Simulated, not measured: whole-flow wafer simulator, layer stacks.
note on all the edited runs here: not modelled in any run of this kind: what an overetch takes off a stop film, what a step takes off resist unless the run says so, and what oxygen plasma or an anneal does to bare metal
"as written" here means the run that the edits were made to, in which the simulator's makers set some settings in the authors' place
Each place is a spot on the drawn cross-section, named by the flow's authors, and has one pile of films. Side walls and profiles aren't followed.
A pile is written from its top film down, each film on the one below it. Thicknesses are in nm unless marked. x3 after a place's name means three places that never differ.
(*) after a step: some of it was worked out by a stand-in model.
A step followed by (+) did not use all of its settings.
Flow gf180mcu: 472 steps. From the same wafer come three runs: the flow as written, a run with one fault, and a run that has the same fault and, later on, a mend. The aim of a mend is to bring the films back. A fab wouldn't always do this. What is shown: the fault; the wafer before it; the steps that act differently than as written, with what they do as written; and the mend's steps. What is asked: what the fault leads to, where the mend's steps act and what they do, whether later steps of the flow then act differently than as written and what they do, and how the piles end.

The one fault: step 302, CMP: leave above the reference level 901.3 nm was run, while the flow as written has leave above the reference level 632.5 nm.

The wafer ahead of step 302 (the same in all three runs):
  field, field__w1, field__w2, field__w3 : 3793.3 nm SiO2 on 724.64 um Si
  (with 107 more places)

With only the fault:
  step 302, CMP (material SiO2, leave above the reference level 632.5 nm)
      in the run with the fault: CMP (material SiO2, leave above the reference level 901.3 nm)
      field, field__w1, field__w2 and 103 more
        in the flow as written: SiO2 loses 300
        in the run with the fault: SiO2 loses 31.2
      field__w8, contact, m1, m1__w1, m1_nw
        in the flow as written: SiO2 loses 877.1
        in the run with the fault: SiO2 loses 608.3
  Steps further on in the flow that do not act as written:
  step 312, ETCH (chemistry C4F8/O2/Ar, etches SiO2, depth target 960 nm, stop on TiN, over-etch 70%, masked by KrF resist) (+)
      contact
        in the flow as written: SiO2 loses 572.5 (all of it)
        in the run with the fault: SiO2 loses 841.3 (all of it)
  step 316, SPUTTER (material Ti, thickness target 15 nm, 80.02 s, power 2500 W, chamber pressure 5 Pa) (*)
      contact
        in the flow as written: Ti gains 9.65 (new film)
        in the run with the fault: Ti gains 8.26 (new film)
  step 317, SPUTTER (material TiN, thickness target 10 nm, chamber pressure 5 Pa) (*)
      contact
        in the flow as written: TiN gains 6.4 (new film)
        in the run with the fault: TiN gains 5.47 (new film)
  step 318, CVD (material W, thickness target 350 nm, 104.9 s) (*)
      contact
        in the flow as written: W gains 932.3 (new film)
        in the run with the fault: W gains 1203.4 (new film)
  By the end, the piles at field, field__w1, field__w2 and 109 more depart from the flow's by more than 2% or 0.5 nm, whichever is larger.
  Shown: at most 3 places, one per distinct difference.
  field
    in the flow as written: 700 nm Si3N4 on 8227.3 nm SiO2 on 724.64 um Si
    in the run with the fault: 700 nm Si3N4 on 8496.1 nm SiO2 on 724.64 um Si
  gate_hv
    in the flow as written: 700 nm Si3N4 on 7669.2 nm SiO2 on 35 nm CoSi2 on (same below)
    in the run with the fault: 700 nm Si3N4 on 7938 nm SiO2 on 35 nm CoSi2 on (same below)
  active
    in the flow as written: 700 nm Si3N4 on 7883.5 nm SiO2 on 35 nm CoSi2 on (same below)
    in the run with the fault: 700 nm Si3N4 on 8152.3 nm SiO2 on 35 nm CoSi2 on (same below)

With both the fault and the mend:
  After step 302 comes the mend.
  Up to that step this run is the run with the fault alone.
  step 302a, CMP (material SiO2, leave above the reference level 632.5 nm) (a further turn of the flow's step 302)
      field, field__w1, field__w2 and 108 more
        SiO2 loses 268.8
  Later steps of the flow that are run all act as written at every place that is followed.
  At every place that both follow, the piles at the end match the flow's.
